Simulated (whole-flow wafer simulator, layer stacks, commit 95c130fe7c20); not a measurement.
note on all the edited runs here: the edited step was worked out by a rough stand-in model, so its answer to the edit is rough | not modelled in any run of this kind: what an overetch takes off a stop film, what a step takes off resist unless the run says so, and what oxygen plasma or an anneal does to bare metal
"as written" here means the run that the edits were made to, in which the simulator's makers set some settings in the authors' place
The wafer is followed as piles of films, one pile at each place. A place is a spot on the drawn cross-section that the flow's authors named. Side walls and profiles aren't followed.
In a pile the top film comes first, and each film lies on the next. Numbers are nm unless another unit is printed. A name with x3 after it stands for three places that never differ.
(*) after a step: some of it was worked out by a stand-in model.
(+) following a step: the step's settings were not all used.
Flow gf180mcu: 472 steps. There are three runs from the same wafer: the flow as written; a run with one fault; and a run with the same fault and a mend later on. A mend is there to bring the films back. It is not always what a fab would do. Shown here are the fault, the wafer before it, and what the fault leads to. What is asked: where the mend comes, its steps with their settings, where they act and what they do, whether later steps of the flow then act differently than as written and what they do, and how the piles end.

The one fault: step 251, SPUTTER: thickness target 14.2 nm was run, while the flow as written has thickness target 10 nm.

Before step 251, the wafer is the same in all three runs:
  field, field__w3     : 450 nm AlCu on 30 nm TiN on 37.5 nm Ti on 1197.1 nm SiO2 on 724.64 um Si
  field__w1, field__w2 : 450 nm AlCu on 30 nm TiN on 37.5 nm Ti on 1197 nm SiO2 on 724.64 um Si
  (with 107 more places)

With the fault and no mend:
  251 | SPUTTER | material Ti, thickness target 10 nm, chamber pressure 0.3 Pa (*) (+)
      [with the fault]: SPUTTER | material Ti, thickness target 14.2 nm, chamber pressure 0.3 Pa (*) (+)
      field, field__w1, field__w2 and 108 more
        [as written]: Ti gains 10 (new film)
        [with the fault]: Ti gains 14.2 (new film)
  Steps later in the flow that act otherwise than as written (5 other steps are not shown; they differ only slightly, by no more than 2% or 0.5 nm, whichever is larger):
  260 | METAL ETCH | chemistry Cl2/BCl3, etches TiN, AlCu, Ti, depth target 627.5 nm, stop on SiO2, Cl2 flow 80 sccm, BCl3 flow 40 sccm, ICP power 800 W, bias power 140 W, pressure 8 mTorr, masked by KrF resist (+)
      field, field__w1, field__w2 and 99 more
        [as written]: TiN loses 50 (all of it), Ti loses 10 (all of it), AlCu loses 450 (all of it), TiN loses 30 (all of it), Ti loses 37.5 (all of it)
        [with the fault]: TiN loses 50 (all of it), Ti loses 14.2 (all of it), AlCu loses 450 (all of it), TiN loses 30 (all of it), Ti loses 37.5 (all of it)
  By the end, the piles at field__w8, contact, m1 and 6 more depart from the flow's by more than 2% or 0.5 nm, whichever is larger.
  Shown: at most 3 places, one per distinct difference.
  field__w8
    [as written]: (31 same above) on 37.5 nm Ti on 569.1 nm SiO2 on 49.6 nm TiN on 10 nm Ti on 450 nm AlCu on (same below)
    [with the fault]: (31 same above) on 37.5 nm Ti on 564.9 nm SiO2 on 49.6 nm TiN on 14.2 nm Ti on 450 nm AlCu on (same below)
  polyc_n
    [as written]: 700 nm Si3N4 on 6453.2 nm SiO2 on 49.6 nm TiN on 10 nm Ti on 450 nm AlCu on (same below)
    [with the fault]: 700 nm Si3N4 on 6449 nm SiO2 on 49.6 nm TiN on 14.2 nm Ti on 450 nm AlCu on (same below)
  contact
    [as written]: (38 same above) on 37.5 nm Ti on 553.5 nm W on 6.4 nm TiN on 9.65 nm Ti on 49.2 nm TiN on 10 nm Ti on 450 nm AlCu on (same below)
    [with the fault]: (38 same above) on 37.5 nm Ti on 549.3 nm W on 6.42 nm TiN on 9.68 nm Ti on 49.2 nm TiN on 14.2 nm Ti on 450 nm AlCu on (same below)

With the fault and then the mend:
  After step 251 comes the mend.
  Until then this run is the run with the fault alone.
  251a | METAL ETCH | chemistry Cl2/BCl3, etches TiN, AlCu, Ti, depth target 4.2 nm, Cl2 flow 80 sccm, BCl3 flow 40 sccm, ICP power 800 W, bias power 140 W, pressure 8 mTorr
      field, field__w1, field__w2 and 108 more
        Ti loses 4.2
  None of the later steps of the flow acts differently than as written at any place that is followed.
  By the end, the piles equal the flow's at every place that both follow.
